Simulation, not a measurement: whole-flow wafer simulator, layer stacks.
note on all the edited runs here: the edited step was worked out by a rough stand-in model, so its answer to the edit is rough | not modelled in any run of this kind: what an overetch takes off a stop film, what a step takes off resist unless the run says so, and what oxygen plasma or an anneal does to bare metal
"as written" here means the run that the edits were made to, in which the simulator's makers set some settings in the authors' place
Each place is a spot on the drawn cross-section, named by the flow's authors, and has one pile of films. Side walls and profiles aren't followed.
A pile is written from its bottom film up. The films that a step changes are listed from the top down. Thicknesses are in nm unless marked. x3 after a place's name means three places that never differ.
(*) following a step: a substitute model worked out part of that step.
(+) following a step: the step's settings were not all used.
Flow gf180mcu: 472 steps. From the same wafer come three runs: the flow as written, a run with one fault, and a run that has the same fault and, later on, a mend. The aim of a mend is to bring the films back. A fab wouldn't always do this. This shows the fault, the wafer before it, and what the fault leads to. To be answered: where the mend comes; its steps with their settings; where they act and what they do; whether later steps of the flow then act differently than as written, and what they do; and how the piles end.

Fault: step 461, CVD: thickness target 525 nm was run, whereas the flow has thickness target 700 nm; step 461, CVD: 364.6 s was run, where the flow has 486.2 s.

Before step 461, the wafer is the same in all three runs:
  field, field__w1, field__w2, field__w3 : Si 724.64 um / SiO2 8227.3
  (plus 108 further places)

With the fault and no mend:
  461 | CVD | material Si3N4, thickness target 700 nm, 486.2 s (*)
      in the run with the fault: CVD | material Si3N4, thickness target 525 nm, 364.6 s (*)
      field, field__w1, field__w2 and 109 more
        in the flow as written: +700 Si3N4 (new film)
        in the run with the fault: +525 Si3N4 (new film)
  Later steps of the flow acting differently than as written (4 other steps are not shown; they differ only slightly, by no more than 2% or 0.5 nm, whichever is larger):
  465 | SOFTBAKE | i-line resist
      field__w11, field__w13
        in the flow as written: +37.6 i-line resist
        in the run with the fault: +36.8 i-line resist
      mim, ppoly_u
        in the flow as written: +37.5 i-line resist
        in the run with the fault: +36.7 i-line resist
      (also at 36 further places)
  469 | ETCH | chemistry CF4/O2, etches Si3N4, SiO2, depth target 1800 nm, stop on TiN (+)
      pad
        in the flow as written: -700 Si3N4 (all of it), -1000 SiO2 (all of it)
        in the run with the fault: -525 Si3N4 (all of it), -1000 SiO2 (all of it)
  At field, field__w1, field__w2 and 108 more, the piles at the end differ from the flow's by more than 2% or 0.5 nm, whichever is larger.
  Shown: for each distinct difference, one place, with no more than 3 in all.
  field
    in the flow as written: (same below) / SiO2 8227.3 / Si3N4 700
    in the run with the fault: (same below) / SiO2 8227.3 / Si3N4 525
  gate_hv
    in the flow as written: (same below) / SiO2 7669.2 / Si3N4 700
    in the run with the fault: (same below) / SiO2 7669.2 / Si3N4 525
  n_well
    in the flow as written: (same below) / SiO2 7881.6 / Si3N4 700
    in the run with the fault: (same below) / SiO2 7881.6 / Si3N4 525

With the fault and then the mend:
  The mend stands after step 468.
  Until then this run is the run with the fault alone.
  468a | STRIP | chemistry O2/N2, power 2160 W, pressure 1700 mTorr (*)
      iso_ptap_pw, iso_ntap_nw, iso_nw_fld and 33 more
        -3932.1 i-line resist (all of it)
      p_well, sti, spacer, sd_n, mim_1p0, dice_street
        -3938.2 i-line resist (all of it)
      field__w2, field__w3, field__w12
        -3985.4 i-line resist (all of it)
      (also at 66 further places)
  468b | CVD | material Si3N4, thickness target 175 nm, 121.5 s (*) (a further turn of the flow's step 461, with different settings)
      field, field__w1, field__w2 and 109 more
        +175.1 Si3N4
  468c | HMDS | 120 C, 60 s (a further turn of the flow's step 463)
      alters no film at any place that is followed
  468d | COAT | i-line resist, thickness 4000 nm (*) (a further turn of the flow's step 464)
      iso_ptap_pw, iso_ntap_nw, iso_nw_fld and 33 more
        +4000 i-line resist (new film)
      field__w9, field__w13, sd_p_hv, gate_p_hv, nplus_u, npoly_u
        +4017 i-line resist (new film)
      p_well, sti, spacer, sd_n, mim_1p0, dice_street
        +4006.3 i-line resist (new film)
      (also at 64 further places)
  468e | SOFTBAKE | i-line resist (a further turn of the flow's step 465)
      ld_acc_p, ld_fp_p, ld_drift_p
        +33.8 i-line resist
      field__w2, field_sub__w4
        +33.4 i-line resist
      field__w11, field__w13
        +37.6 i-line resist
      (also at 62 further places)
  468f | EXPOSE | photomask Pad (a further turn of the flow's step 466)
      alters no film at any place that is followed
  468g | PEB | i-line resist, 115 C, 93.9 s (a further turn of the flow's step 467)
      iso_ptap_pw, iso_ntap_nw, iso_nw_fld and 33 more
        -67.9 i-line resist
      field, field__w2, field__w3 and 25 more
        -68.8 i-line resist
      field_sub, field_sub__w1, field_sub__w2 and 23 more
        -68.7 i-line resist
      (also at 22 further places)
  468h | DEVELOP | thickness 4000 nm (*) (a further turn of the flow's step 468)
      field__w5, field__w7, field__w13 and 13 more
        -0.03 i-line resist
      pad
        -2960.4 i-line resist (all of it)
  None of the later steps of the flow differs from how it acts as written, at any place that is followed, by more than 2% or 0.5 nm, whichever is larger.
  When the end is reached, the piles differ only a little from the flow's at the places that both follow, at most by 2% or 0.5 nm, whichever is larger.
